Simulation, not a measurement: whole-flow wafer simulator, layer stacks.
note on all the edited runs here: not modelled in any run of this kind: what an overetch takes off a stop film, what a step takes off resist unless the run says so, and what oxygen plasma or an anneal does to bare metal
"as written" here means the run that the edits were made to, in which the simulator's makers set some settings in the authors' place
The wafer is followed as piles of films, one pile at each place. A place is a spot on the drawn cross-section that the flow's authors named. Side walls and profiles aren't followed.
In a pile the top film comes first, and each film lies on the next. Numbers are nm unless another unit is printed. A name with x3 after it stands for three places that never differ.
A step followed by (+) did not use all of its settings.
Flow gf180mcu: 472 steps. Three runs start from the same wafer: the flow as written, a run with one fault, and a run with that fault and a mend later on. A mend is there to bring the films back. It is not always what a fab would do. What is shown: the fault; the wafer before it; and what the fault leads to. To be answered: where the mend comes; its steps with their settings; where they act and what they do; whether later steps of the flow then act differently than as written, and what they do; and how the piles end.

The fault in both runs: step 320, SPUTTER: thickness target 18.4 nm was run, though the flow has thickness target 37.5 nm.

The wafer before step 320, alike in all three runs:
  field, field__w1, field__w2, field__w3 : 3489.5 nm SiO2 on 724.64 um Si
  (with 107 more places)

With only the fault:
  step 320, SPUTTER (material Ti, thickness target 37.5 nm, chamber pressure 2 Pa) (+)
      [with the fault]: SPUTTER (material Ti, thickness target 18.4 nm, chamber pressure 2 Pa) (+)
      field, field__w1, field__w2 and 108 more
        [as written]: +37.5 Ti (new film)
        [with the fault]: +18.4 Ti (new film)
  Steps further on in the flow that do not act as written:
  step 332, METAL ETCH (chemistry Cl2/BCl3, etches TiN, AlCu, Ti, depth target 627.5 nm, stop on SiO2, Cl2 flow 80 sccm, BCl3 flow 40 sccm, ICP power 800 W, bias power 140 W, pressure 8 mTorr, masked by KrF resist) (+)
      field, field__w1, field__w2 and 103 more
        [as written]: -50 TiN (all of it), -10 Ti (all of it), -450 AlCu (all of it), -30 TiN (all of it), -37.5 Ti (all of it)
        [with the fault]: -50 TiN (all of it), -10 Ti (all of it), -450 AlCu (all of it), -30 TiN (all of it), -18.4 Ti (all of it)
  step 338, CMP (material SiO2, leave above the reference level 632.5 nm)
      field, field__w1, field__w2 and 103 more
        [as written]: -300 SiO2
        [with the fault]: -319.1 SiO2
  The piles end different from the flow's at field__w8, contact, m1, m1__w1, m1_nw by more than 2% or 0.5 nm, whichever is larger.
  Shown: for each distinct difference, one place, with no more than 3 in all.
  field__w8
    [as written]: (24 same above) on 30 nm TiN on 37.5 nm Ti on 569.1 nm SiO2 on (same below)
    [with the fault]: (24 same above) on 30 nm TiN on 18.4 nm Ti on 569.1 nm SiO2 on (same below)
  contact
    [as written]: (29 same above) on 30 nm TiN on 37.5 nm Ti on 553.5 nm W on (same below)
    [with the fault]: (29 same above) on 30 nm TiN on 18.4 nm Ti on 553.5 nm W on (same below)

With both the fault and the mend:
  After step 320 comes the mend.
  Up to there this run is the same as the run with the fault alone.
  step 320a, SPUTTER (material Ti, thickness target 19.1 nm, chamber pressure 2 Pa) (+) (the flow's step 320, run once more with other settings)
      field, field__w1, field__w2 and 108 more
        +19.1 Ti
  Later steps of the flow that are run all act as written at every place that is followed.
  The piles end the same as the flow's at every place that both follow.
